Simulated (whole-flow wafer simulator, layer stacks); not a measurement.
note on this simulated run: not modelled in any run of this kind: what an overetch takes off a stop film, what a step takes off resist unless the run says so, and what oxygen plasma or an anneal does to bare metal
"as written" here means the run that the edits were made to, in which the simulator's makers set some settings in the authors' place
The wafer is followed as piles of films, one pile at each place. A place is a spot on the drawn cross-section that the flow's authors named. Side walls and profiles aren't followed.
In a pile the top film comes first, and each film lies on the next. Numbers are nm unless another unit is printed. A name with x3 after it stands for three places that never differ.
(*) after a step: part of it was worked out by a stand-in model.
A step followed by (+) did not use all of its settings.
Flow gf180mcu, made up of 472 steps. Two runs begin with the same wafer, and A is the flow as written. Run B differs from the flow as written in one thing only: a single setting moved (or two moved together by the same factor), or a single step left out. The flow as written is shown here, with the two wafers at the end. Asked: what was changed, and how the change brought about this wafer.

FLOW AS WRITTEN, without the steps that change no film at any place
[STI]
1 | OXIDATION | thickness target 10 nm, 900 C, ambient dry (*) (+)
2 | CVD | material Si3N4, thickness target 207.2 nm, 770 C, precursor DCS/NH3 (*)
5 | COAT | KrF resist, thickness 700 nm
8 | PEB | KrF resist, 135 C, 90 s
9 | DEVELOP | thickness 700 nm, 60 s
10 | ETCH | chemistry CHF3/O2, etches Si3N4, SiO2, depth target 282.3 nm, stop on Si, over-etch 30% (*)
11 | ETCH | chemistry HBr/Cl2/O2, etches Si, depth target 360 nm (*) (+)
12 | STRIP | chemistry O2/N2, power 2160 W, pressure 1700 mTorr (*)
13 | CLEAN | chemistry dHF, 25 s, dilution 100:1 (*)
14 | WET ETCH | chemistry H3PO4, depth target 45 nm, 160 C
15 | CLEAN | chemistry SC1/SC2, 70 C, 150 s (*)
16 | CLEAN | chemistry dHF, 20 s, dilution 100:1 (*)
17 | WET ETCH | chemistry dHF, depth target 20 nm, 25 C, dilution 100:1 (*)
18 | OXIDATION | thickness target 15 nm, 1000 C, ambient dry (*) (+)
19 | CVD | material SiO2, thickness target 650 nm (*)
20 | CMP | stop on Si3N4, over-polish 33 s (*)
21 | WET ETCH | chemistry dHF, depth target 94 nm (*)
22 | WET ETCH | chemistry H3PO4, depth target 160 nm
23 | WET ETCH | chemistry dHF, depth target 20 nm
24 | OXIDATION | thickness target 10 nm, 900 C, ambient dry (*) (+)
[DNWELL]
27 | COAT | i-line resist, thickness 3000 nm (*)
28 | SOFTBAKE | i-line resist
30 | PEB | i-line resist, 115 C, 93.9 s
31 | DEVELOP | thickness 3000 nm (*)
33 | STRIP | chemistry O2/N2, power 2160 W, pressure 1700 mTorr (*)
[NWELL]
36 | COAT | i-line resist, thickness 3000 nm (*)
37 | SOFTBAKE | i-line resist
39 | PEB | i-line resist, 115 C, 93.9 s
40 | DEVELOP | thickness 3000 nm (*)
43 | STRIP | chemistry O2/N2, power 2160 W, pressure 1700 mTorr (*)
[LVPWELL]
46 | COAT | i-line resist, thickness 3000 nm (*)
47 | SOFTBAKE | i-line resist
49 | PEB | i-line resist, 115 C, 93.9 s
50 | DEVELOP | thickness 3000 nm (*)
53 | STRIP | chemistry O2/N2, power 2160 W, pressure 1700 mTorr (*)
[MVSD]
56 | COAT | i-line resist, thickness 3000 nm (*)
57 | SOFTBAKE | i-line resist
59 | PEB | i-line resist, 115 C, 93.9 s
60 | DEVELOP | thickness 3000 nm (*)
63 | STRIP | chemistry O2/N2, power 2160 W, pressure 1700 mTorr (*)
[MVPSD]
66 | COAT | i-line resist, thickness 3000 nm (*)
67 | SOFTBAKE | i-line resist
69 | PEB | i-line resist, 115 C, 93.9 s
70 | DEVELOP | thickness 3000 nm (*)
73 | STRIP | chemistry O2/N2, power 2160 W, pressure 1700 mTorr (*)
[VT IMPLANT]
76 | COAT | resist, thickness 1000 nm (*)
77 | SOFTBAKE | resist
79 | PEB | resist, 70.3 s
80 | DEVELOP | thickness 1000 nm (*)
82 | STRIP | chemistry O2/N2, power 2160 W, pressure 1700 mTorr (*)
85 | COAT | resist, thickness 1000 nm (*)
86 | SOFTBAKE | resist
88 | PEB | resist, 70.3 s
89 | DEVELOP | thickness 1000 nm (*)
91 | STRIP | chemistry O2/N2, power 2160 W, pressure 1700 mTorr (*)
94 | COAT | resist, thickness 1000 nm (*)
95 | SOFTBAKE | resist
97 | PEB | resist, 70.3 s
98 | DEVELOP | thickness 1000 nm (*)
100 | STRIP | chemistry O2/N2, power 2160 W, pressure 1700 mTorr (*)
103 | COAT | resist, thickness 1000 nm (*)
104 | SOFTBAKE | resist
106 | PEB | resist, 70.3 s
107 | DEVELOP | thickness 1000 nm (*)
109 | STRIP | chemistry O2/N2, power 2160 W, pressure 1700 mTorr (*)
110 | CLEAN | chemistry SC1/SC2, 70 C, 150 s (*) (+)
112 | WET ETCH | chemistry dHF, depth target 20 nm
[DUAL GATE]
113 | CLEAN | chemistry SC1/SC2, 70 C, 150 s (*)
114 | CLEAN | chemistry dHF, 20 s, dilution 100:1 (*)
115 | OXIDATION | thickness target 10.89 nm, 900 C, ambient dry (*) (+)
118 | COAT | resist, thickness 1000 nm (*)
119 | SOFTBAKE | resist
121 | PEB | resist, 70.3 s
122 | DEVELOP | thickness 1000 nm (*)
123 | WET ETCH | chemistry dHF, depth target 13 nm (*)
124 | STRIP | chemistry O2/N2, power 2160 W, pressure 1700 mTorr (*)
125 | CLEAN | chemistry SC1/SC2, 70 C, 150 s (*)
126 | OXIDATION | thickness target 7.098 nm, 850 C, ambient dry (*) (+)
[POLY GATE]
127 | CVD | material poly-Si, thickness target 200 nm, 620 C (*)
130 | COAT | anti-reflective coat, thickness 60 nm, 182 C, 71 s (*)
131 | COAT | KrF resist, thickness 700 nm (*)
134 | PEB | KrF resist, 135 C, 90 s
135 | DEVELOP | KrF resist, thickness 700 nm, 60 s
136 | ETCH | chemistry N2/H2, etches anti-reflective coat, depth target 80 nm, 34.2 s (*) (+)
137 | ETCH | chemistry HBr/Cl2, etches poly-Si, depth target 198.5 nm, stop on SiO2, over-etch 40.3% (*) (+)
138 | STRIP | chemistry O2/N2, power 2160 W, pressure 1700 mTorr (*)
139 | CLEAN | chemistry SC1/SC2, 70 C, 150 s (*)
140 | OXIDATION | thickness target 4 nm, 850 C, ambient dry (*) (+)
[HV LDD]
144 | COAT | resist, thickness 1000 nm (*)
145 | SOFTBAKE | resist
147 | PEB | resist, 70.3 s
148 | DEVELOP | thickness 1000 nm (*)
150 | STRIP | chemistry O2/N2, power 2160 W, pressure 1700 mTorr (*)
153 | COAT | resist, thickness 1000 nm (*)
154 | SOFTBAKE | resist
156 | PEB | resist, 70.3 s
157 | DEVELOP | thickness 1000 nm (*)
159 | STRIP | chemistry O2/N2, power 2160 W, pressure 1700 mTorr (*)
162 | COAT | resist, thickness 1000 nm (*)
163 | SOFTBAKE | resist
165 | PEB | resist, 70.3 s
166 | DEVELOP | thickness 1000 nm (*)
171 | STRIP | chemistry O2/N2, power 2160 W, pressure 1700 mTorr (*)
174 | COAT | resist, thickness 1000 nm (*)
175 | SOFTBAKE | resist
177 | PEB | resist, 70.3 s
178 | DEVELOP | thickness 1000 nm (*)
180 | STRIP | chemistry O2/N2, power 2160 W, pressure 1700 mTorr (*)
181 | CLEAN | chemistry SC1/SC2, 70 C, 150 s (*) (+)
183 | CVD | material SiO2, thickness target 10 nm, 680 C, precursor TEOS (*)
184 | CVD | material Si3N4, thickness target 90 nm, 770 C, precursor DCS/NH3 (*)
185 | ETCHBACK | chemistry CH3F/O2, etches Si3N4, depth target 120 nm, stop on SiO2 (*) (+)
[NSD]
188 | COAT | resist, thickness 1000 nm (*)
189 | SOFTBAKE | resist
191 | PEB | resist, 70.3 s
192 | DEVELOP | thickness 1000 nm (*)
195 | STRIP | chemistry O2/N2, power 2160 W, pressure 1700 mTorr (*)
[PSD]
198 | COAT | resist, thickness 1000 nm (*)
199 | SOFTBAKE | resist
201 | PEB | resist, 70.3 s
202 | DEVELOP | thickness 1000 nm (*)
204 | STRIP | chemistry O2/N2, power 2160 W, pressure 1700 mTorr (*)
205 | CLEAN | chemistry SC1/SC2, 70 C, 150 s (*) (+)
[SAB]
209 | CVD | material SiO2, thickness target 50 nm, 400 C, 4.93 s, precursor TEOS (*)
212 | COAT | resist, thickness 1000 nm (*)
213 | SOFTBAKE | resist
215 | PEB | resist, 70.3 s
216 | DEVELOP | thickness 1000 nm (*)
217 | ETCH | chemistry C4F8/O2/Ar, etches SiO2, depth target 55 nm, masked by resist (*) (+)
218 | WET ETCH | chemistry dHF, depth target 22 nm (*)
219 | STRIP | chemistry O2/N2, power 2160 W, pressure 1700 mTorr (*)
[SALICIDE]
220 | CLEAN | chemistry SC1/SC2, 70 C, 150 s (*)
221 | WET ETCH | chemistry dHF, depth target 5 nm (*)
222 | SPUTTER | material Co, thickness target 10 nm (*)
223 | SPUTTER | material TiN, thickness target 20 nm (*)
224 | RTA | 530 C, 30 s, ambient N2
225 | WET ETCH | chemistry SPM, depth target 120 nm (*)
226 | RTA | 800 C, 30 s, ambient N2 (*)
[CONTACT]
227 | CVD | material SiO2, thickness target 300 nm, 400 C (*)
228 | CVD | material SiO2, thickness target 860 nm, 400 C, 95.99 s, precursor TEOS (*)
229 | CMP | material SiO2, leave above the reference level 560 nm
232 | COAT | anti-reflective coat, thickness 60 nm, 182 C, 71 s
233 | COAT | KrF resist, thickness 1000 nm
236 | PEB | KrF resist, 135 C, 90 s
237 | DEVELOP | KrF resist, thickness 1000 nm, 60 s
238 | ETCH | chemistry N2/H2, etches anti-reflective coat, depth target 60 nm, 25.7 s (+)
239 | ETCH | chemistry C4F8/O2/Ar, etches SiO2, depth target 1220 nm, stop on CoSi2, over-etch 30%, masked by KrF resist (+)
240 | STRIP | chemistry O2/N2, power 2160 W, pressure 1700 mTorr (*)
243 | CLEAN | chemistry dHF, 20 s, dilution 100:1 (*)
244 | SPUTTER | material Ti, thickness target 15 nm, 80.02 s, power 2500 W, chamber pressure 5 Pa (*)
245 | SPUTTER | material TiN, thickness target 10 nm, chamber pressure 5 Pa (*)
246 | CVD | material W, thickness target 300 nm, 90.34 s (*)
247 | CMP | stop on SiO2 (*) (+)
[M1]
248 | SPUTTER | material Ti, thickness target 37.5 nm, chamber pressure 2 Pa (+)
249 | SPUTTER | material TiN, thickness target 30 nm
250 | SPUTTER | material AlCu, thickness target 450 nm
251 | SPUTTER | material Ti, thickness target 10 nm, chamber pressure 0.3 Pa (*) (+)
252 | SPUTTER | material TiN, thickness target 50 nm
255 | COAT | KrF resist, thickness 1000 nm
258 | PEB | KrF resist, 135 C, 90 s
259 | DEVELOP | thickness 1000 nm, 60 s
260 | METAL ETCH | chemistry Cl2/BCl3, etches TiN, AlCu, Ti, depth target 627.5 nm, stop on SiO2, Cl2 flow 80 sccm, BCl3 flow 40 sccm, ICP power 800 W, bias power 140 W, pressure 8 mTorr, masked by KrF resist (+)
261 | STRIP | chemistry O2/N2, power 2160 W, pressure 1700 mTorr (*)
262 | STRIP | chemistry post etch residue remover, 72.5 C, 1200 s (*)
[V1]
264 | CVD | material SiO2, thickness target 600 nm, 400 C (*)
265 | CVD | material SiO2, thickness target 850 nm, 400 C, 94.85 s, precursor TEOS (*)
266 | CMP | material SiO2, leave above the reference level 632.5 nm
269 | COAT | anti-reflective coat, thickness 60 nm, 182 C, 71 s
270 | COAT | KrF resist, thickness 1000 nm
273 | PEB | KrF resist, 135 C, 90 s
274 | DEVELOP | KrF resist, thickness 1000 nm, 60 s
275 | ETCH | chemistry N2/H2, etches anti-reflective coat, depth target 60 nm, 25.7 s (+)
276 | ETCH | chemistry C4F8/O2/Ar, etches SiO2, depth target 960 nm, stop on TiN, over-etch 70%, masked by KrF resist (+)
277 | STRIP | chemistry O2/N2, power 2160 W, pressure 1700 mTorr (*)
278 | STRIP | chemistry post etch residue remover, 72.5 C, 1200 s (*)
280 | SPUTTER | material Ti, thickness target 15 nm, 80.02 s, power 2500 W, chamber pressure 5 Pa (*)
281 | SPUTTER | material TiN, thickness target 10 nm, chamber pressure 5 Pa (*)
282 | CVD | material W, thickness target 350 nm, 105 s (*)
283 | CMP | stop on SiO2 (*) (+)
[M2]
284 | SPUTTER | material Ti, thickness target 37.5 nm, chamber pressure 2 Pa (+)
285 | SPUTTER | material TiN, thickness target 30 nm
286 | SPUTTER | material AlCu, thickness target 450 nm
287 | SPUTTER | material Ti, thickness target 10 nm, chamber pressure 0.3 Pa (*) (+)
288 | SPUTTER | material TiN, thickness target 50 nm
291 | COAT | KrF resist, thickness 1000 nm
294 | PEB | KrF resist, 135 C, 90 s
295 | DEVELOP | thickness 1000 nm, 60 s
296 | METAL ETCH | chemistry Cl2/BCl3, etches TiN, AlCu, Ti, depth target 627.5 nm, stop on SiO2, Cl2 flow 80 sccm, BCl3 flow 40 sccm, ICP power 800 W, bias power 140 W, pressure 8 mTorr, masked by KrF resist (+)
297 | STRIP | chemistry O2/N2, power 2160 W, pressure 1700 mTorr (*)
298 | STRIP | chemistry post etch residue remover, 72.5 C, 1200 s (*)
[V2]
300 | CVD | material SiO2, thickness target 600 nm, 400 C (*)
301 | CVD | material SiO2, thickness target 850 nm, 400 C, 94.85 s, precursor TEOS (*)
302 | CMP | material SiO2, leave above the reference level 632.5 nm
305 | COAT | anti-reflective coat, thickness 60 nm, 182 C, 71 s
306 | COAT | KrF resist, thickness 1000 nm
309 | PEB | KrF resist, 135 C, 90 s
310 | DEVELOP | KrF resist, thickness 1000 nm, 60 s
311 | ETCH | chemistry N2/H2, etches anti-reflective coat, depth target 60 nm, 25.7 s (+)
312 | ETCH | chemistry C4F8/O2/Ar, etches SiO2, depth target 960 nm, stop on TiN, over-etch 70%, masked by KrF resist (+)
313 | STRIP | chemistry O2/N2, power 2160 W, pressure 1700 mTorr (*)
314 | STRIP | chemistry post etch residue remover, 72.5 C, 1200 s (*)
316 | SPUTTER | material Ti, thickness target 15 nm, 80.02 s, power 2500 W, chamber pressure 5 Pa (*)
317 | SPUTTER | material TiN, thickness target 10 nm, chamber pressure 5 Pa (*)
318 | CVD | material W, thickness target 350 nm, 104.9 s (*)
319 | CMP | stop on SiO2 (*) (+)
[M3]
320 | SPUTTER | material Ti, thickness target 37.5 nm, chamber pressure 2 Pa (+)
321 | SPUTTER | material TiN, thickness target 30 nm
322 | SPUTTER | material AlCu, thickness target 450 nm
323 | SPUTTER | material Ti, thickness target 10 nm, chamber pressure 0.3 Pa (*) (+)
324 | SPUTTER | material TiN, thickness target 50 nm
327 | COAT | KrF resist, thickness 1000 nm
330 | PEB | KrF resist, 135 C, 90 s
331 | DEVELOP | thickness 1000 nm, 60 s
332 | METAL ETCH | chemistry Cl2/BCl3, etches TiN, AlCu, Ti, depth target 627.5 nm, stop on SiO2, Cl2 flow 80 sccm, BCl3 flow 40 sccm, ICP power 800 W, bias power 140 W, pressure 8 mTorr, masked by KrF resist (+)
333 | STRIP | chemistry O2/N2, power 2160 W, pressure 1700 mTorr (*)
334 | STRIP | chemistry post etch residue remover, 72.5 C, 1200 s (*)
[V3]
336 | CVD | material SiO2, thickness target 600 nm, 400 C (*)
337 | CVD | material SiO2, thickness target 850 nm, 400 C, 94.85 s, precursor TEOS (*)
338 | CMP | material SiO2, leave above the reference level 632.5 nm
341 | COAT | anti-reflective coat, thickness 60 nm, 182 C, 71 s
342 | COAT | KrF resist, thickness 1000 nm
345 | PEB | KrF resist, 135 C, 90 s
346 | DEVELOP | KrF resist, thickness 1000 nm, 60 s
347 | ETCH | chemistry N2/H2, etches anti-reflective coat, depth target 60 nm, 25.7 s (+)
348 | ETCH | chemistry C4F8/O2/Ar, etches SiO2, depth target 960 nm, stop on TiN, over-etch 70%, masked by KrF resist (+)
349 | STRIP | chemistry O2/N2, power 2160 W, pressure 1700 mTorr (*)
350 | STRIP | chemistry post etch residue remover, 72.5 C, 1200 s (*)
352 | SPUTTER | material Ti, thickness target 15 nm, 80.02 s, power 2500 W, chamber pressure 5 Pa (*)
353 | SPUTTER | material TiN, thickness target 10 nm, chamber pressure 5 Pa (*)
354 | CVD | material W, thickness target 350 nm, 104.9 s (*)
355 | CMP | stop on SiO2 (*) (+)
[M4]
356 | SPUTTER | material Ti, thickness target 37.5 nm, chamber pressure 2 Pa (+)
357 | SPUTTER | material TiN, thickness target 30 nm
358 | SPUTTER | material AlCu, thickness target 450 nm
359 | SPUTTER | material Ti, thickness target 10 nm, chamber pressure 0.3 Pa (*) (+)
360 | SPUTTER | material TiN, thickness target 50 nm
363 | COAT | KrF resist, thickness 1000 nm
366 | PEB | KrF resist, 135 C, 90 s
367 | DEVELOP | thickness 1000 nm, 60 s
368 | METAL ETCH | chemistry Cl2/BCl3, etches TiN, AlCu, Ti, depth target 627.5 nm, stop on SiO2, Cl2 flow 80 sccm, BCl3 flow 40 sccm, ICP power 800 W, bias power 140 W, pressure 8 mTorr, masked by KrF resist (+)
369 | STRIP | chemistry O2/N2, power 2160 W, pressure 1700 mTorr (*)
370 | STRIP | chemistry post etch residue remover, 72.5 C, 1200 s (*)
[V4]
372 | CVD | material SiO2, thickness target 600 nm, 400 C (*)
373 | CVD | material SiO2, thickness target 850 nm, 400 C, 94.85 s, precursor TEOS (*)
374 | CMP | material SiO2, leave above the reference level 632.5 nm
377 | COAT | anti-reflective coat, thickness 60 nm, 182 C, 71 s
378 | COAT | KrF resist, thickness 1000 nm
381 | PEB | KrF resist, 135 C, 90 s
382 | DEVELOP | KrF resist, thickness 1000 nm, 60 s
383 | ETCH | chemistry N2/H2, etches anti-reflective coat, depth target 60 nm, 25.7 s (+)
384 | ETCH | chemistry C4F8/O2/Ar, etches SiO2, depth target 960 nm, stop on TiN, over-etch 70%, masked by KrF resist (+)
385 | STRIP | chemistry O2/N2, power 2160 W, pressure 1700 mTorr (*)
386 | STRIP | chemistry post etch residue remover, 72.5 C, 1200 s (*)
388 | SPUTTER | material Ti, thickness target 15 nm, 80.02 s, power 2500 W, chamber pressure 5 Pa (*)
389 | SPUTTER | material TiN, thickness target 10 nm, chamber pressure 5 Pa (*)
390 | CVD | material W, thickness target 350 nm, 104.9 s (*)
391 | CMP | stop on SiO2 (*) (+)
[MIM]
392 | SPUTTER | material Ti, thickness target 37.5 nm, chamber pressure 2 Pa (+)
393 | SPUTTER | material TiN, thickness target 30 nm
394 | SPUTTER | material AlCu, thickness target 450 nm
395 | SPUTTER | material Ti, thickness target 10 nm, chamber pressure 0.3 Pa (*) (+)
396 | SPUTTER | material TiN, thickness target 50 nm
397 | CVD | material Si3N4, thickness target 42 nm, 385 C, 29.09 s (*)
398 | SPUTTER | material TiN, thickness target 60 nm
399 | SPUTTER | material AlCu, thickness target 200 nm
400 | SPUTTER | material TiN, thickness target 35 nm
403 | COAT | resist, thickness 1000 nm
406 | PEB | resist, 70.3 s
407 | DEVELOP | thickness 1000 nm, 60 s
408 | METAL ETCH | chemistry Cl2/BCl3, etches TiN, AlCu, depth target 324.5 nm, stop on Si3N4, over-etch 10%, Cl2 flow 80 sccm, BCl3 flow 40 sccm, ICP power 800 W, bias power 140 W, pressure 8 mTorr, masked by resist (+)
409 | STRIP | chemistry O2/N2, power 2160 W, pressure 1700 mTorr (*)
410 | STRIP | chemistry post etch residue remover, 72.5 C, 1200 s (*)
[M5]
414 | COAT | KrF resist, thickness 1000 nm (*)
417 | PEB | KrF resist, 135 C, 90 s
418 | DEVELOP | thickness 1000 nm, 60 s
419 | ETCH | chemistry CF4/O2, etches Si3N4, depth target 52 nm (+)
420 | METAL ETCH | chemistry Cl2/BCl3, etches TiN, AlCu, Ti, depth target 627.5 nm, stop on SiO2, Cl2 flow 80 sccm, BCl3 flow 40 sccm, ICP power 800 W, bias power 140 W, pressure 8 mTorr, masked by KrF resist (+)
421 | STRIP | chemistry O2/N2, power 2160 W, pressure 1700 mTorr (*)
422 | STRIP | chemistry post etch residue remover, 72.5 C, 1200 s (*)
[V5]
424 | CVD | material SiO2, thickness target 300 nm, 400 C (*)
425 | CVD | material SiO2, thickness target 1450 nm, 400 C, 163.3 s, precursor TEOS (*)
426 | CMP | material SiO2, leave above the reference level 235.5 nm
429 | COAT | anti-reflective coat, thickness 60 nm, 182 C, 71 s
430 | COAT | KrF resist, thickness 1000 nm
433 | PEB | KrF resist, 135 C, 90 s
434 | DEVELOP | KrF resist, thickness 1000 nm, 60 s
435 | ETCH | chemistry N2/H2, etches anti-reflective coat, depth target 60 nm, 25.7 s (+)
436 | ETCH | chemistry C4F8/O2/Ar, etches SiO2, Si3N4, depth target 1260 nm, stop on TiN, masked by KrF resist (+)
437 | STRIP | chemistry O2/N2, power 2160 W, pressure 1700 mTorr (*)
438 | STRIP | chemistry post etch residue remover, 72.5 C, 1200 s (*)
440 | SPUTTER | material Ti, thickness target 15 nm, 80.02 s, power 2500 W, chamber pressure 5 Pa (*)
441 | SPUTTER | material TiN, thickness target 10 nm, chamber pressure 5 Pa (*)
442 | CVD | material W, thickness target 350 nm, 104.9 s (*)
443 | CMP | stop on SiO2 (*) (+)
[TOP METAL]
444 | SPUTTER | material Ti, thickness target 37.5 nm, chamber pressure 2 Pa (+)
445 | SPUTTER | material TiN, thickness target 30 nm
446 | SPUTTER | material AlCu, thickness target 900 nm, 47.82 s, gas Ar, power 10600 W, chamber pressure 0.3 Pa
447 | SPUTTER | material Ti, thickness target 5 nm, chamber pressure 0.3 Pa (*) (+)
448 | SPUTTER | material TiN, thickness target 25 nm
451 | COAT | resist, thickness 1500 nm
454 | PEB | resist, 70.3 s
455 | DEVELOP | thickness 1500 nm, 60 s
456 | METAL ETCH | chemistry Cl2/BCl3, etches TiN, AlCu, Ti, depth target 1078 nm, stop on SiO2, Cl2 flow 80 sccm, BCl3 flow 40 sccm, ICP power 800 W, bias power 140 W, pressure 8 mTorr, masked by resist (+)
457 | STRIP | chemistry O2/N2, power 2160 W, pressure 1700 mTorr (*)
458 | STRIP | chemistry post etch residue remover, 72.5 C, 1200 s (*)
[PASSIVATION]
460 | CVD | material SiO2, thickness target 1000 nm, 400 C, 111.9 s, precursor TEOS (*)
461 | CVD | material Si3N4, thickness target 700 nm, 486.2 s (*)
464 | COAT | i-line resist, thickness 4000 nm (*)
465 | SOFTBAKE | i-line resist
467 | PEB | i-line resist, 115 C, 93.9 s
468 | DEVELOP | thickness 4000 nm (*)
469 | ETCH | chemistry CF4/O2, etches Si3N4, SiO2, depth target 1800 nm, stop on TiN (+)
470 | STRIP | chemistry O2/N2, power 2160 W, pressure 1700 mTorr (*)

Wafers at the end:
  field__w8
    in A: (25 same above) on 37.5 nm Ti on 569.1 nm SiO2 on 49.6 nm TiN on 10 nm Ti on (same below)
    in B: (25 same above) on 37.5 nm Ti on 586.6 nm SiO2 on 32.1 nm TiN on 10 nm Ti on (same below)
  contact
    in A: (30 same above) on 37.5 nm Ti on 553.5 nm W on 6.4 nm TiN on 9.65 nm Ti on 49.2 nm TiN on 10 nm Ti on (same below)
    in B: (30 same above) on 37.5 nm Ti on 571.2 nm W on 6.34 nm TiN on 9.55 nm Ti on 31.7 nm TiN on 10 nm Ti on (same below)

The reason: step 288, SPUTTER: thickness target 32.5 nm was run, though the flow has thickness target 50 nm.

How this came from the change, step by step:
  288 | SPUTTER | material TiN, thickness target 50 nm
      field, field__w1, field__w2 and 108 more: A TiN gains 50 (new film) | B TiN gains 32.5 (new film)
  296 | METAL ETCH | chemistry Cl2/BCl3, etches TiN, AlCu, Ti, depth target 627.5 nm, stop on SiO2, Cl2 flow 80 sccm, BCl3 flow 40 sccm, ICP power 800 W, bias power 140 W, pressure 8 mTorr, masked by KrF resist (+)
      field, field__w1, field__w2 and 103 more: A TiN loses 50 (all of it), Ti loses 10 (all of it), AlCu loses 450 (all of it), TiN loses 30 (all of it), Ti loses 37.5 (all of it) | B TiN loses 32.5 (all of it), Ti loses 10 (all of it), AlCu loses 450 (all of it), TiN loses 30 (all of it), Ti loses 37.5 (all of it)
  312 | ETCH | chemistry C4F8/O2/Ar, etches SiO2, depth target 960 nm, stop on TiN, over-etch 70%, masked by KrF resist (+)
      contact: A SiO2 loses 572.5 (all of it) | B SiO2 loses 590 (all of it)
